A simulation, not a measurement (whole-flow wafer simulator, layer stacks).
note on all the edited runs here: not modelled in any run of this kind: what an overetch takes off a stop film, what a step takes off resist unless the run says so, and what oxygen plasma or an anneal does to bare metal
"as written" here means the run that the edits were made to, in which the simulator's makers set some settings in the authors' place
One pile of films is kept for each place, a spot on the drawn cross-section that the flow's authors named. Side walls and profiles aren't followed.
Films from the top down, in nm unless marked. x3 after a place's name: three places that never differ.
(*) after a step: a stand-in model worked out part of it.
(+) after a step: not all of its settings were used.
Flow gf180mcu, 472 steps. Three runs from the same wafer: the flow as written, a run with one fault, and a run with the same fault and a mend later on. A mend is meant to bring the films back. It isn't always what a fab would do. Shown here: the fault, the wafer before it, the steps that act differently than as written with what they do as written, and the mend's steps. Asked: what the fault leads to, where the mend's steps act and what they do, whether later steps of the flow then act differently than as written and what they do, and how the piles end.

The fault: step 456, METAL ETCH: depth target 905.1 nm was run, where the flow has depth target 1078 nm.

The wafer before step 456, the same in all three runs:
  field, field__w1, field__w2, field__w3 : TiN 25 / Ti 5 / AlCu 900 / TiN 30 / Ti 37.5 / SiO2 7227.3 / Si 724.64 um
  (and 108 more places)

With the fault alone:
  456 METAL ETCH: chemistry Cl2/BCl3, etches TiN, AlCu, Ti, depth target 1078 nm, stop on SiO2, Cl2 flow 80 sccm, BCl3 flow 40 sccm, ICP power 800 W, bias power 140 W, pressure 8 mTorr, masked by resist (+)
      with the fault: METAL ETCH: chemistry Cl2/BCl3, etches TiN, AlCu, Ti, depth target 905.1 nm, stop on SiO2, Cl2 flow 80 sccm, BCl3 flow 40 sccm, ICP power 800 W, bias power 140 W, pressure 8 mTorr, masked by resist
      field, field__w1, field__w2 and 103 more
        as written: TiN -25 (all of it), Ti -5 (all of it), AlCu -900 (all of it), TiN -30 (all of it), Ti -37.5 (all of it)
        with the fault: TiN -25 (all of it), Ti -5 (all of it), AlCu -875.1
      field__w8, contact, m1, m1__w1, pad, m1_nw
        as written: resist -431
        with the fault: resist -362
  Later steps of the flow that act differently than as written:
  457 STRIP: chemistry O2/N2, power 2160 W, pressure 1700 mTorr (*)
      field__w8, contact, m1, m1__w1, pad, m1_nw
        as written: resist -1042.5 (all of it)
        with the fault: resist -1111.4 (all of it)
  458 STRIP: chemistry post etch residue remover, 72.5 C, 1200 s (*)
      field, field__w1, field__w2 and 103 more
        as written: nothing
        with the fault: AlCu -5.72
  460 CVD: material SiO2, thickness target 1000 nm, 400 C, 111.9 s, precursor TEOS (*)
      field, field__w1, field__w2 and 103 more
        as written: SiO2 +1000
        with the fault: SiO2 +1000 (new film)
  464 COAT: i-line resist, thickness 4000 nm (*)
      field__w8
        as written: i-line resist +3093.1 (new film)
        with the fault: i-line resist +3169.6 (new film)
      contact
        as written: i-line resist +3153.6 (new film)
        with the fault: i-line resist +3222 (new film)
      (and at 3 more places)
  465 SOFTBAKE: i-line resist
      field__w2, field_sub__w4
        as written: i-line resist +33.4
        with the fault: i-line resist +29.2
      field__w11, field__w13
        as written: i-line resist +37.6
        with the fault: i-line resist +33
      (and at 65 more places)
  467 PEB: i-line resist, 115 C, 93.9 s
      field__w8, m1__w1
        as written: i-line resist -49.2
        with the fault: i-line resist -50.7
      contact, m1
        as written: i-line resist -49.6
        with the fault: i-line resist -51.1
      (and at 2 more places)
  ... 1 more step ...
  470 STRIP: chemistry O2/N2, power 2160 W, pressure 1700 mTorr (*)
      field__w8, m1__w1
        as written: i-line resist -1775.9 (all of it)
        with the fault: i-line resist -1859 (all of it)
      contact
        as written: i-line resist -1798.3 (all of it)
        with the fault: i-line resist -1878.4 (all of it)
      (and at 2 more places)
  At the end the piles differ from the flow's by more than 2% or 0.5 nm, whichever is larger, at field, field__w1, field__w2 and 103 more.
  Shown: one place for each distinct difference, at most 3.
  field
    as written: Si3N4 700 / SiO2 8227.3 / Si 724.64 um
    with the fault: Si3N4 700 / SiO2 1000 / AlCu 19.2 / TiN 30 / Ti 37.5 / SiO2 7227.3 / Si 724.64 um
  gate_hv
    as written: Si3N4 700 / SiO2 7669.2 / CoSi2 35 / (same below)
    with the fault: Si3N4 700 / SiO2 1000 / AlCu 19.2 / TiN 30 / Ti 37.5 / SiO2 6669.2 / CoSi2 35 / (same below)
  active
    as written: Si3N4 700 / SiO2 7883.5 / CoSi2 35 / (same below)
    with the fault: Si3N4 700 / SiO2 1000 / AlCu 19.2 / TiN 30 / Ti 37.5 / SiO2 6883.5 / CoSi2 35 / (same below)

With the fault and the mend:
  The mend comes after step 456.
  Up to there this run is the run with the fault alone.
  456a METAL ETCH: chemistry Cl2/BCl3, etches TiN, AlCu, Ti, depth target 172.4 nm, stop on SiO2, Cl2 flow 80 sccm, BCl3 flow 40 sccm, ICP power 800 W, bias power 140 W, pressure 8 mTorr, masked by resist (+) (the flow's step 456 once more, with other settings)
      field, field__w1, field__w2 and 103 more
        AlCu -24.9 (all of it), TiN -30 (all of it), Ti -37.5 (all of it)
      field__w8, contact, m1, m1__w1, pad, m1_nw
        resist -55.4
  No later step of the flow acts differently than as written, at any place that is followed, by more than 2% or 0.5 nm, whichever is larger.
  At the end the piles are the same as the flow's at every place that both follow.
